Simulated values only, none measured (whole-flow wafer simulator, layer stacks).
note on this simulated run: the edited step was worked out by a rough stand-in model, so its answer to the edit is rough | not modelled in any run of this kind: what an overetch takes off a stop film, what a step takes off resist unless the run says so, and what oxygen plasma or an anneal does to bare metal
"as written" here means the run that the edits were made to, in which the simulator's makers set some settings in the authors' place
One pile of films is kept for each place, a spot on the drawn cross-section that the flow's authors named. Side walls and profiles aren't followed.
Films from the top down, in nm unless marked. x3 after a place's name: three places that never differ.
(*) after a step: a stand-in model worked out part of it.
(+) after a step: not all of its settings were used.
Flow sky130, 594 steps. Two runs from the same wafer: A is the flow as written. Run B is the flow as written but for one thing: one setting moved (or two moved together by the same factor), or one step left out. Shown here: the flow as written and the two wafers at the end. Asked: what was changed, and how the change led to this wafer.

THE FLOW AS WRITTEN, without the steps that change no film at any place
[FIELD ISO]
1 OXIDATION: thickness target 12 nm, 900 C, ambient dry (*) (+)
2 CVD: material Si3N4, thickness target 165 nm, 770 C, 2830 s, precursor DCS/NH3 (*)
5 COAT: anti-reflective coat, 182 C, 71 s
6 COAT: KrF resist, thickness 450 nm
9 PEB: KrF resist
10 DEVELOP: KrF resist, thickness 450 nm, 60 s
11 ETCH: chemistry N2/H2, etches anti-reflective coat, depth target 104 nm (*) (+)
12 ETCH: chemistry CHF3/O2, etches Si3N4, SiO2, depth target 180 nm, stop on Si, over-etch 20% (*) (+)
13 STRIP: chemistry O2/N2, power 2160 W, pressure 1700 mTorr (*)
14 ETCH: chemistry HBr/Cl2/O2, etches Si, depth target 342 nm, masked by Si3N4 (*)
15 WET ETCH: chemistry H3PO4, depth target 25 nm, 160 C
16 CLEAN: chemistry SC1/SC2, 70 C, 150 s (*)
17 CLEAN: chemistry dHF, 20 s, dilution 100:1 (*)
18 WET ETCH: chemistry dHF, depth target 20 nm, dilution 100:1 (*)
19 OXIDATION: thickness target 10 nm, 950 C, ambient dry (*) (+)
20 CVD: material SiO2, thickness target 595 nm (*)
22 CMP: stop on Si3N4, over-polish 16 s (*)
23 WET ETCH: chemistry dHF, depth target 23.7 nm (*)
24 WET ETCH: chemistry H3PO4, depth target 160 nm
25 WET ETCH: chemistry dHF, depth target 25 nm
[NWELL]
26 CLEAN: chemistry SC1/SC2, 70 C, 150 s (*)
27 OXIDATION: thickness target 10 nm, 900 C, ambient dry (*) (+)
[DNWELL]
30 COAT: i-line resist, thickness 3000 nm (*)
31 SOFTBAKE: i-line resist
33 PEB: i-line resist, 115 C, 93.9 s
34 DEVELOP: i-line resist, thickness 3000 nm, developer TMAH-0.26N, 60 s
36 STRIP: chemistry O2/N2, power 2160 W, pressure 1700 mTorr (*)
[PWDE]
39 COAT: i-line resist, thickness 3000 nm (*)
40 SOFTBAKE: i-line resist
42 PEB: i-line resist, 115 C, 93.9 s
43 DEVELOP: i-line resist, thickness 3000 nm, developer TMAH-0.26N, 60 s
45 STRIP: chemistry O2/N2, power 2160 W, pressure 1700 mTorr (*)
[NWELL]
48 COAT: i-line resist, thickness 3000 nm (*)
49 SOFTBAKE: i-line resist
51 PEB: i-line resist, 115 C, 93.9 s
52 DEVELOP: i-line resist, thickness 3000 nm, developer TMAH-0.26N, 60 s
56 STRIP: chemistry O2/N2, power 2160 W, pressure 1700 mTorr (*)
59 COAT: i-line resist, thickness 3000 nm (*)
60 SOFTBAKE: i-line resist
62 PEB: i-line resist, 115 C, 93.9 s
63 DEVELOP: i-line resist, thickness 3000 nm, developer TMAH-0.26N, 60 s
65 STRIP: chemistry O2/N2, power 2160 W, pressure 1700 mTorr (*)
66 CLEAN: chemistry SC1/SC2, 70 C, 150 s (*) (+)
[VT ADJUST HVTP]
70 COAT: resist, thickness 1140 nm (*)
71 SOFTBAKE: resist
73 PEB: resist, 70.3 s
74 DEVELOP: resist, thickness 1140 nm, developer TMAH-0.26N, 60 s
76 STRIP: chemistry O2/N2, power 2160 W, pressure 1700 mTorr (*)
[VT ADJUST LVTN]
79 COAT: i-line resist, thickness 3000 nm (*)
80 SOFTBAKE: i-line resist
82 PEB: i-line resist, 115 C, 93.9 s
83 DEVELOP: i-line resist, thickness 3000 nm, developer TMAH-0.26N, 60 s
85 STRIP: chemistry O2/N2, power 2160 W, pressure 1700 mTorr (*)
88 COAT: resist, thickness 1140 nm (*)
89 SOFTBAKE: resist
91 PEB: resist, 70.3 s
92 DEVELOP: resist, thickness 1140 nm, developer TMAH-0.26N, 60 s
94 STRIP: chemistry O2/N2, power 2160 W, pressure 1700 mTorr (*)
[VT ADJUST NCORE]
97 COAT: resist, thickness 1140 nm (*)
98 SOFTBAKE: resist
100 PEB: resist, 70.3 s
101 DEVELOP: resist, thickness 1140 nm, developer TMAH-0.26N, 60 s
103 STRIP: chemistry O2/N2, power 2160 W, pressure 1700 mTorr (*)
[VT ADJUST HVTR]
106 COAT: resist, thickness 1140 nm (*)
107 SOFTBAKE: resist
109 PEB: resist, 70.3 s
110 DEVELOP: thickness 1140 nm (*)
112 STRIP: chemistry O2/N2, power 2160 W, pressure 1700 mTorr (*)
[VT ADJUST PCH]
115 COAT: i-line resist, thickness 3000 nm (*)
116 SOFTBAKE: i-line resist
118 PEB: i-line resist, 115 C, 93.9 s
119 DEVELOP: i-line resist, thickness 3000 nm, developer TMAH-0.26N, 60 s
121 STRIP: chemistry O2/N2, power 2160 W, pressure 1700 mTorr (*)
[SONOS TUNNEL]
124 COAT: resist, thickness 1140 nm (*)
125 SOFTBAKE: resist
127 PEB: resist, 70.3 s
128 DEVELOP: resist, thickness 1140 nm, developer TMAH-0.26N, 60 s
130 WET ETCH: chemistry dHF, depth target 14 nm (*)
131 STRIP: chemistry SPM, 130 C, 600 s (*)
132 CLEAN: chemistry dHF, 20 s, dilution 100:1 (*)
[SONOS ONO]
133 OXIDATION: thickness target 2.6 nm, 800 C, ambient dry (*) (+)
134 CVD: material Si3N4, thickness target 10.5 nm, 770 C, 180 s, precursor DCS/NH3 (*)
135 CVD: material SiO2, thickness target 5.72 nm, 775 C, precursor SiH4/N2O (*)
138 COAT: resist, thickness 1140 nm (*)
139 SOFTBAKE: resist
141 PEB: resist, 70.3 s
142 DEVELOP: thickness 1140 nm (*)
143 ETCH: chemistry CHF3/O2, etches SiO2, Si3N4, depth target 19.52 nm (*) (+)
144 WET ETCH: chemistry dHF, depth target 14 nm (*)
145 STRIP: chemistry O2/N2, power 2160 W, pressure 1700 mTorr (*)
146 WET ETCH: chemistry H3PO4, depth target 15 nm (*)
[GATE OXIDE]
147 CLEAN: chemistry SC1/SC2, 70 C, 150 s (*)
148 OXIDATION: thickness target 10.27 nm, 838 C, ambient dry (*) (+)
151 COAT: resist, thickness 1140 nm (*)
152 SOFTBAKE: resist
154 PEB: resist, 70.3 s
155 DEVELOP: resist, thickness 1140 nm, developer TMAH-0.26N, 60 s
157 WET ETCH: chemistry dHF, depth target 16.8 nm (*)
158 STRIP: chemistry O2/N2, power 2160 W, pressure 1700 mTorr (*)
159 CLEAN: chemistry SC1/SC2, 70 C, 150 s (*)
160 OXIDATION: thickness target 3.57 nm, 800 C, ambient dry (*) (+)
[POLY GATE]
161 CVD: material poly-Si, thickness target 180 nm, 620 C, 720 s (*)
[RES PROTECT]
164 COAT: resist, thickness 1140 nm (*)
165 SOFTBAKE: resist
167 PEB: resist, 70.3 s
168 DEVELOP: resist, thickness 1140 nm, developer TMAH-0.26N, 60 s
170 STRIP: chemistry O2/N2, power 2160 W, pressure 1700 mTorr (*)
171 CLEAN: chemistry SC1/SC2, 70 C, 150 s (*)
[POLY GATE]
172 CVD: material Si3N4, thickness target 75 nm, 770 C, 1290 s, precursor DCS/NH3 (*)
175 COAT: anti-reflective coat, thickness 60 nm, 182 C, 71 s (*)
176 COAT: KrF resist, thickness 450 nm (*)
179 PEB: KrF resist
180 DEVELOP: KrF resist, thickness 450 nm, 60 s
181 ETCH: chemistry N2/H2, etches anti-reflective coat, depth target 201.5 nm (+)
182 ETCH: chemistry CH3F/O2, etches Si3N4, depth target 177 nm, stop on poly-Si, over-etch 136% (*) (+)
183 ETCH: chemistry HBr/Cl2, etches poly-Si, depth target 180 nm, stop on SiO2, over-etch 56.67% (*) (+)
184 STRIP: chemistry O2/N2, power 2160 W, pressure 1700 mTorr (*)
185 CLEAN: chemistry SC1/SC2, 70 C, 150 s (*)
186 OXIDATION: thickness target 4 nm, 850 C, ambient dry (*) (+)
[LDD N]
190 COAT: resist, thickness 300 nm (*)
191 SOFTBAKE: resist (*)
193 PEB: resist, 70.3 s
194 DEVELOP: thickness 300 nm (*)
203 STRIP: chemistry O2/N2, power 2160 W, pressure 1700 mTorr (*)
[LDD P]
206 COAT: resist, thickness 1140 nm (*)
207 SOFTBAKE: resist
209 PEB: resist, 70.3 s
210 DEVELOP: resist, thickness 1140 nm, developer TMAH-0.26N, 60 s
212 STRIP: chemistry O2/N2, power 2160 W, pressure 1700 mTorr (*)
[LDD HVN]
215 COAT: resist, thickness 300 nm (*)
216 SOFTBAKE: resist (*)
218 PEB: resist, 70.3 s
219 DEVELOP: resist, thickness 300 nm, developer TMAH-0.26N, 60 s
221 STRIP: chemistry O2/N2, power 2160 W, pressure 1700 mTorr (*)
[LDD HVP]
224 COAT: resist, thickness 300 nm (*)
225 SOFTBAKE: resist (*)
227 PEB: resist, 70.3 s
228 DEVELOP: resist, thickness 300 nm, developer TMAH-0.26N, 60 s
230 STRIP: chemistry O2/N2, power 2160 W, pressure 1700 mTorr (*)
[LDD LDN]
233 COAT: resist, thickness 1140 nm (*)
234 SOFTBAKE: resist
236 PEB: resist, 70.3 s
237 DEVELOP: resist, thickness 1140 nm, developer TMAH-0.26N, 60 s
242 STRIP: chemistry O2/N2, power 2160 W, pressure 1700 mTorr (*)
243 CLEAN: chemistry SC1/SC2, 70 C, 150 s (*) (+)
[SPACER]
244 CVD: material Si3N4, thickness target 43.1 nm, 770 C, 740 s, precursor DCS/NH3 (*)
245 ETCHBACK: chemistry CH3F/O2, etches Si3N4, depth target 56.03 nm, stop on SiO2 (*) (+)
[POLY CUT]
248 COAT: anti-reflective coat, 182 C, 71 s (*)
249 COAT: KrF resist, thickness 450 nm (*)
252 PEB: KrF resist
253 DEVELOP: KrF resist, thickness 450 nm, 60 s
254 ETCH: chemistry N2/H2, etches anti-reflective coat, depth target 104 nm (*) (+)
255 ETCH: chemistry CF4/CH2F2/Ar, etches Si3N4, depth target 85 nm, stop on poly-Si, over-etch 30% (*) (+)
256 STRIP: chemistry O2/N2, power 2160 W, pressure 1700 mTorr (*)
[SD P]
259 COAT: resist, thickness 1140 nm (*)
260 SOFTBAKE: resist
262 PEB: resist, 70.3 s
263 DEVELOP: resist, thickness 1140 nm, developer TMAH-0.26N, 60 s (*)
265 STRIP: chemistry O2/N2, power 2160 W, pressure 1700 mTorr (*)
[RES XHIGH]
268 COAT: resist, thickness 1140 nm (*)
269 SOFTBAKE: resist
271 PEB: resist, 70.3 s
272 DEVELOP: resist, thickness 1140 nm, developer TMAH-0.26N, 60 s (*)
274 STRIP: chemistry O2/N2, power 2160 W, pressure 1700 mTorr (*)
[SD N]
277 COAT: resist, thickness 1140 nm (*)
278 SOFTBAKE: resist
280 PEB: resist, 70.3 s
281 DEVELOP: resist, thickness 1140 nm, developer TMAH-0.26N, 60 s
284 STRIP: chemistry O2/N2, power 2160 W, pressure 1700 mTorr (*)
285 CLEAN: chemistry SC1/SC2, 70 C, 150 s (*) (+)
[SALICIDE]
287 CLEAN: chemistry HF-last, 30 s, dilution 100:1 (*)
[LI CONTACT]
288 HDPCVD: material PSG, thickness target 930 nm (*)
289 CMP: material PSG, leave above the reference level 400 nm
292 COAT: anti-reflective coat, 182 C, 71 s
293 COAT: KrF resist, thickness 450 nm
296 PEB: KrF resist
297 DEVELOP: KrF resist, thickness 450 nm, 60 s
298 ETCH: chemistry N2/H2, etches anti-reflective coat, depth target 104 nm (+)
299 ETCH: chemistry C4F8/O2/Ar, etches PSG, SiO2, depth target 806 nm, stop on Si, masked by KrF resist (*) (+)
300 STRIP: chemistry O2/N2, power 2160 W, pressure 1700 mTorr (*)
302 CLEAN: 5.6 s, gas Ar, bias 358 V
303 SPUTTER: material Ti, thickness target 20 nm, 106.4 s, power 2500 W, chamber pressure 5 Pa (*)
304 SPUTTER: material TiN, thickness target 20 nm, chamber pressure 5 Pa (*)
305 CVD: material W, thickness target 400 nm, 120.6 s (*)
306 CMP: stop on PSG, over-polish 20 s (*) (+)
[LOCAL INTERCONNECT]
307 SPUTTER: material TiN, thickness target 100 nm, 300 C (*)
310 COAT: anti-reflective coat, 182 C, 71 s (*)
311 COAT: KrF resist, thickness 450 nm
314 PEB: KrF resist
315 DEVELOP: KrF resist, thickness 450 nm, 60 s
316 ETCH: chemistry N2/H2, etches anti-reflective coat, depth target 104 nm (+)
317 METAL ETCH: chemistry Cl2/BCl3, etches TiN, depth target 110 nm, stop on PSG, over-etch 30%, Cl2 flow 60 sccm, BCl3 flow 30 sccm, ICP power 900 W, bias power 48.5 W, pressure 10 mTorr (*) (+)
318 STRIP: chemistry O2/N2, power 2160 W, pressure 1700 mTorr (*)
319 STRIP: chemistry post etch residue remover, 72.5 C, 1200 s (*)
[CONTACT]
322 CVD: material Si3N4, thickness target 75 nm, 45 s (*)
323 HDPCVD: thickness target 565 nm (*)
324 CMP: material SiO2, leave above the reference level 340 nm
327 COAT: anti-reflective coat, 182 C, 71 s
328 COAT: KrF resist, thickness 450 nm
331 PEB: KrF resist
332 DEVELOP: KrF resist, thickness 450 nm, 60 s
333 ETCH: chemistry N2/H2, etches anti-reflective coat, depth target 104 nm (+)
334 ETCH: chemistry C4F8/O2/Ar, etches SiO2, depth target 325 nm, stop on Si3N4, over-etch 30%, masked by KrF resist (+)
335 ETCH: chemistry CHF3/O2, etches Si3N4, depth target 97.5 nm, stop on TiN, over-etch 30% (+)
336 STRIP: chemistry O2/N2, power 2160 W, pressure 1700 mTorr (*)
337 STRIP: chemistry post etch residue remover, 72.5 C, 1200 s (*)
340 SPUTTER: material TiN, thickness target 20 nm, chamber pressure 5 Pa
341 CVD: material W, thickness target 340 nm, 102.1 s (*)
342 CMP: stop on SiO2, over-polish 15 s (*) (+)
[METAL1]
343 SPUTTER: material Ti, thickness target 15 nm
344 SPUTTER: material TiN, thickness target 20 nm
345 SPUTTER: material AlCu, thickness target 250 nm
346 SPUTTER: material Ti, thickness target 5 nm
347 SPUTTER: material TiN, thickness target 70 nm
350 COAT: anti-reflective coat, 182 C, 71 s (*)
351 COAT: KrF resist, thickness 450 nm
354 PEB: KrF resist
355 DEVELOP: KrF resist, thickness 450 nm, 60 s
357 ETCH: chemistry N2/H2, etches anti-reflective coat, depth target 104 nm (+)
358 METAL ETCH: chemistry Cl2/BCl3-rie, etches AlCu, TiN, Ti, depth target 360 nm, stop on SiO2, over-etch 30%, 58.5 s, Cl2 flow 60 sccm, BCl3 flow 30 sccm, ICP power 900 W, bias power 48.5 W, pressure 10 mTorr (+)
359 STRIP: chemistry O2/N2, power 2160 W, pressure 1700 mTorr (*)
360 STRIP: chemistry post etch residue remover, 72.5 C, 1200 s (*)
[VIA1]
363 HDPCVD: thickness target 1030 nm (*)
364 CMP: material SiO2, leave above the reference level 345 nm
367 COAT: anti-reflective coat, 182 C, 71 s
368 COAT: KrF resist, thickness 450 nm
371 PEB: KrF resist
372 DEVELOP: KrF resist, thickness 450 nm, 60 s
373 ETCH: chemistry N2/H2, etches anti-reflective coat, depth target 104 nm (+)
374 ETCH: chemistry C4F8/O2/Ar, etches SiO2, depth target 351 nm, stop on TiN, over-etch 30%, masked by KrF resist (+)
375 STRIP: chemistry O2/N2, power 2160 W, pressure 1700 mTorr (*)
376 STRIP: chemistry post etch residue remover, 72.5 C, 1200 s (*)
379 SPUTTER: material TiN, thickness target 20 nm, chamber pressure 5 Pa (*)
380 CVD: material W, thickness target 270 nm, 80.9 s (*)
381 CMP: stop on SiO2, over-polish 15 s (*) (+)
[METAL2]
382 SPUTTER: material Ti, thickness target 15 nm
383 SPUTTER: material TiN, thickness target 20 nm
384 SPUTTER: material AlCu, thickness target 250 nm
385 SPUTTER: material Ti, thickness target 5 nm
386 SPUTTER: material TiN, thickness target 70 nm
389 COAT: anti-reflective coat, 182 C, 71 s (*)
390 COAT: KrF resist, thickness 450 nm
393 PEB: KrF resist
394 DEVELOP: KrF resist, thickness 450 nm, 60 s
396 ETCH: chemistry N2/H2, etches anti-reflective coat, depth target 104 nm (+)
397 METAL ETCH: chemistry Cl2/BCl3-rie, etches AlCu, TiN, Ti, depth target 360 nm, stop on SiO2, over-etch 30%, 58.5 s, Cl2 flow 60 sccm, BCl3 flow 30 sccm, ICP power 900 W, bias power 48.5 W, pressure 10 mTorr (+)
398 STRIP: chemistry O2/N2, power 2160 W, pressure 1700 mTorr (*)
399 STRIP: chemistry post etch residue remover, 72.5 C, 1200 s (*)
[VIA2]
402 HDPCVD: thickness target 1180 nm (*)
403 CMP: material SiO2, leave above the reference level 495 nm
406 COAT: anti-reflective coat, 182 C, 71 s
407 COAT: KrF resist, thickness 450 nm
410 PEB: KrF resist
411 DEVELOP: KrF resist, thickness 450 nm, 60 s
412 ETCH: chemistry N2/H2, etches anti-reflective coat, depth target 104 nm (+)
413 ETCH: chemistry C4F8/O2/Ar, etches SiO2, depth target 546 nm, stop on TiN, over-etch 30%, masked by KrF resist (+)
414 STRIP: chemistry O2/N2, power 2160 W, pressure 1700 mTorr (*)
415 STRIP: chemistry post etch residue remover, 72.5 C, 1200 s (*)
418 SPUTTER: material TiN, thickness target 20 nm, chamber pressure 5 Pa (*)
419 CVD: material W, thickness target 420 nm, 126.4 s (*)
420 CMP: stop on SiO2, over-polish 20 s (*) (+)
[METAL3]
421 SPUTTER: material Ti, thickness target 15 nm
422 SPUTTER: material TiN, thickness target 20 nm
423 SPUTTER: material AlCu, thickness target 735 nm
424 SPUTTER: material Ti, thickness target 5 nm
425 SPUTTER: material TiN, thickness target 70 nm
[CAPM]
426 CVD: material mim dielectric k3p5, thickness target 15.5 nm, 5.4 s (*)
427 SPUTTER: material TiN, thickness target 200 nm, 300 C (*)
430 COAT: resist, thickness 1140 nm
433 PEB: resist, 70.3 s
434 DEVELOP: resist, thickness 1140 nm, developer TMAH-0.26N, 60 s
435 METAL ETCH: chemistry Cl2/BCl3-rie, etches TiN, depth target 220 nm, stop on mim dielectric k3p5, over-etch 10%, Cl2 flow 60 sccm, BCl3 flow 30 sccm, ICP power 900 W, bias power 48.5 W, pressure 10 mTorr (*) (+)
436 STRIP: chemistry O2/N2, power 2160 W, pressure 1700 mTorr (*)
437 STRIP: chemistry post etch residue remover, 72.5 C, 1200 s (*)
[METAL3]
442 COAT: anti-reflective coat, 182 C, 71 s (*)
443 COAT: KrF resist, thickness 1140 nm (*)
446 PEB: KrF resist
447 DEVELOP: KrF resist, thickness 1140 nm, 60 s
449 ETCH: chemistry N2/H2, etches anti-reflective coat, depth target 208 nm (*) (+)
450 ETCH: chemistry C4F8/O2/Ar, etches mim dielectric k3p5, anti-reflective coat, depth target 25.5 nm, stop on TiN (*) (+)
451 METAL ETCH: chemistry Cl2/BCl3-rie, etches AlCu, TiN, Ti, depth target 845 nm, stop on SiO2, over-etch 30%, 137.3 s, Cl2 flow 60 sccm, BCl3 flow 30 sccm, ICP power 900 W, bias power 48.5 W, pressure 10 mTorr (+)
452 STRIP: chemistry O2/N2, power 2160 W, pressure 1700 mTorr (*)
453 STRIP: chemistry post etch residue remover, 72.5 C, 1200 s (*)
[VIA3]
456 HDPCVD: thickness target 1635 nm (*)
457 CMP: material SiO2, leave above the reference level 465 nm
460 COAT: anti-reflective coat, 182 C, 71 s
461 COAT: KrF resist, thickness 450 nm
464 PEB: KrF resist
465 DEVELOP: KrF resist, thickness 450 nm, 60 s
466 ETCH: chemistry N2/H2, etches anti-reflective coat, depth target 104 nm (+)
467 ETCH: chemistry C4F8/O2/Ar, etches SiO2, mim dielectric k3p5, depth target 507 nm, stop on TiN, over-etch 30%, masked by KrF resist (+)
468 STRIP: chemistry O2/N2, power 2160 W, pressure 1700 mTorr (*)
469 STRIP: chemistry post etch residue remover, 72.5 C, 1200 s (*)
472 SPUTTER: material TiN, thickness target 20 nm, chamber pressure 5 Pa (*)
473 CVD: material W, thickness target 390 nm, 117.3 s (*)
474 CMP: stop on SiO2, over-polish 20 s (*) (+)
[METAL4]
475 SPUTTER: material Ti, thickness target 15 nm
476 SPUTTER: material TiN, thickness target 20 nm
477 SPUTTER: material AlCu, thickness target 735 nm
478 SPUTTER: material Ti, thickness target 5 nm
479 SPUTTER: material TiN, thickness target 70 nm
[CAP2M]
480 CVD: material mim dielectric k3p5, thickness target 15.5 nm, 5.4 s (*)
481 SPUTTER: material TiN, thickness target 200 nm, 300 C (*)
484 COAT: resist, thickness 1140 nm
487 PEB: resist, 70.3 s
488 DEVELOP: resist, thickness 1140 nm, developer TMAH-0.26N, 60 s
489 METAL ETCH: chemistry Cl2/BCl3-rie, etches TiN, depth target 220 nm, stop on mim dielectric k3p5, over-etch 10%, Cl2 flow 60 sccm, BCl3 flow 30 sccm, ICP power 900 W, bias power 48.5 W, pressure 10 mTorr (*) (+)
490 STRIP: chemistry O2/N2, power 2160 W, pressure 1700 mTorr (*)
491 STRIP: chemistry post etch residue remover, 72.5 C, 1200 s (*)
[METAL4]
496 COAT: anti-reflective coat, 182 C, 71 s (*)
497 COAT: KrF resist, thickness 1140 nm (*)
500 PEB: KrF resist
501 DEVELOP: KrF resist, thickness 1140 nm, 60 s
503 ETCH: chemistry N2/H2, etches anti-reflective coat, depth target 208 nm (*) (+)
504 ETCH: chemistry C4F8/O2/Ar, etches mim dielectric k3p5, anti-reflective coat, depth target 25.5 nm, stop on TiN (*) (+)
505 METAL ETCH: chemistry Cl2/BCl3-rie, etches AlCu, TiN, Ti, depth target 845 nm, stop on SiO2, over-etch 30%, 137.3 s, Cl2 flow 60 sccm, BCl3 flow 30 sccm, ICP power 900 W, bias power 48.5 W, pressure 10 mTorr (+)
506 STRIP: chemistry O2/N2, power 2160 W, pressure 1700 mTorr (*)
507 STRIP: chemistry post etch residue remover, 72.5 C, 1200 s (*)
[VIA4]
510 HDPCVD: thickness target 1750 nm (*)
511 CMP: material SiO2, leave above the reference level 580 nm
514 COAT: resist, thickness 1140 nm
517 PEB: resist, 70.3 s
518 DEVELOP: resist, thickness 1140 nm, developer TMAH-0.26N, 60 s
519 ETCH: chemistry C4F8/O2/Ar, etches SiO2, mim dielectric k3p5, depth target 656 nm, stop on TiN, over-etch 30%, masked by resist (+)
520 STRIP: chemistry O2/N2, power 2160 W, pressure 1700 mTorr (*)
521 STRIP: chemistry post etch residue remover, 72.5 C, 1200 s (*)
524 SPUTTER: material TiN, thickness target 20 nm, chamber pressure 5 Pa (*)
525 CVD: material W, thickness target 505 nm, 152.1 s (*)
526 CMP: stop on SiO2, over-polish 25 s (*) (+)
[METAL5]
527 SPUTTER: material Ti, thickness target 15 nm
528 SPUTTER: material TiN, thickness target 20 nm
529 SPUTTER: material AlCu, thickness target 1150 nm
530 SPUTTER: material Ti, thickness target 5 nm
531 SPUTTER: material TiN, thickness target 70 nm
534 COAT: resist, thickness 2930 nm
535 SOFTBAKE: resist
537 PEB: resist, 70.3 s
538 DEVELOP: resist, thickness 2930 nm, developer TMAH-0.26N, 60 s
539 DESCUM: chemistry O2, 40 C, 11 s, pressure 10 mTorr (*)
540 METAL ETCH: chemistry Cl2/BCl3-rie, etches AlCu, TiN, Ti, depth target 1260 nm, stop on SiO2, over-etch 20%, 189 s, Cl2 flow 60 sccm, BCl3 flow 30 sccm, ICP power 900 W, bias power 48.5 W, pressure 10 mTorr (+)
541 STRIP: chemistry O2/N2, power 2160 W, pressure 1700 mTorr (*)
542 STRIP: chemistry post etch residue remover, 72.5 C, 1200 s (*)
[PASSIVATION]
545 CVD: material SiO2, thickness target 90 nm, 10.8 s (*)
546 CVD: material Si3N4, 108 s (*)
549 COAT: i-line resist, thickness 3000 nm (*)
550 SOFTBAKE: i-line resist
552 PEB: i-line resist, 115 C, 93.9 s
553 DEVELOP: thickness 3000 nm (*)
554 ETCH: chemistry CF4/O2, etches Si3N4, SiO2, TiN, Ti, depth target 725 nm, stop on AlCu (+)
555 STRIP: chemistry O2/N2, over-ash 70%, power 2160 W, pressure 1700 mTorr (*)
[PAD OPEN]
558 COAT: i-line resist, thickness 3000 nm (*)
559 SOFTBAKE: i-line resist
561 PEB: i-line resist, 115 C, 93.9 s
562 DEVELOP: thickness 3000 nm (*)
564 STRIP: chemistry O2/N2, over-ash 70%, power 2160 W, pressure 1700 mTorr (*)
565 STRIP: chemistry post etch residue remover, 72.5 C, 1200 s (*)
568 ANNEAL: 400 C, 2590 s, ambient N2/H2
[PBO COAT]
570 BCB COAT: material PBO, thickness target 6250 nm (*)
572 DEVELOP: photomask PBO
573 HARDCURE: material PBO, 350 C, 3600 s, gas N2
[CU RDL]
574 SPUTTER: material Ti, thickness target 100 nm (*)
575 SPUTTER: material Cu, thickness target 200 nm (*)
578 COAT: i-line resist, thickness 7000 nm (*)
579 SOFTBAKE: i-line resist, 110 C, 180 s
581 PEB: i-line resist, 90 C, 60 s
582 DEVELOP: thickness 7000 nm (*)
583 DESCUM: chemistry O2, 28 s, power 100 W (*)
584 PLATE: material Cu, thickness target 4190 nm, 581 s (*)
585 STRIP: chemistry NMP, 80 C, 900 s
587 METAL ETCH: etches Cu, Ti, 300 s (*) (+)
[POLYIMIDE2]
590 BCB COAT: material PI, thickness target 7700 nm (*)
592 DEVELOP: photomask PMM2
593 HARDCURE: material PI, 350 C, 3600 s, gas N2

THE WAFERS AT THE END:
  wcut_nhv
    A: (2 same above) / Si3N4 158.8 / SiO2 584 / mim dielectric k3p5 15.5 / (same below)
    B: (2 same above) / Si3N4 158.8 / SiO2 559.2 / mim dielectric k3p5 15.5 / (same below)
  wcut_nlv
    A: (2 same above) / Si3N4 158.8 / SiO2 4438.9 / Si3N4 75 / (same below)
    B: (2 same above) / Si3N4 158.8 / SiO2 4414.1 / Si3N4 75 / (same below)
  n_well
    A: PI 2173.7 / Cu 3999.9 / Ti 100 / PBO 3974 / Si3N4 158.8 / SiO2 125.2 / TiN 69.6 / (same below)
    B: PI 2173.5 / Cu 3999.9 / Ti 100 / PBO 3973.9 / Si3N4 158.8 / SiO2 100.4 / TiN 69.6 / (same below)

The cause: step 545, CVD: thickness target 72 nm was run, where the flow has thickness target 90 nm; step 545, CVD: 8.64 s was run, where the flow has 10.8 s.

How the change led to this, step by step:
  545 CVD: material SiO2, thickness target 90 nm, 10.8 s (*)
      field, active, gate and 175 more: A SiO2 +125.2 | B SiO2 +100.4
      n_well, p_well, sd_n and 12 more: A SiO2 +125.2 (new film) | B SiO2 +100.4 (new film)
  550 SOFTBAKE: i-line resist
      gate_p_lvt, iso_guard_hv_nw: A i-line resist +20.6 | B i-line resist +19.9
      spacer: A i-line resist -97.5 | B i-line resist -93.8
      (and at 39 more places)
  554 ETCH: chemistry CF4/O2, etches Si3N4, SiO2, TiN, Ti, depth target 725 nm, stop on AlCu (+)
      field, active, n_well and 189 more: A i-line resist -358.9 | B i-line resist -334.1
      pad: A Si3N4 -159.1 (all of it), SiO2 -125.2 (all of it), TiN -69.6 (all of it), Ti -5 (all of it) | B Si3N4 -159.1 (all of it), SiO2 -100.4 (all of it), TiN -69.6 (all of it), Ti -5 (all of it)
  559 SOFTBAKE: i-line resist
      gate_p_lvt, iso_guard_hv_nw: A i-line resist +20.6 | B i-line resist +19.9
      nwell_res: A i-line resist -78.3 | B i-line resist -76.4
      (and at 42 more places)
  578 COAT: i-line resist, thickness 7000 nm (*)
      pad: A i-line resist +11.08 um (new film) | B i-line resist +11.06 um (new film)
  582 DEVELOP: thickness 7000 nm (*)
      pad: A i-line resist -11.08 um (all of it) | B i-line resist -11.06 um (all of it)
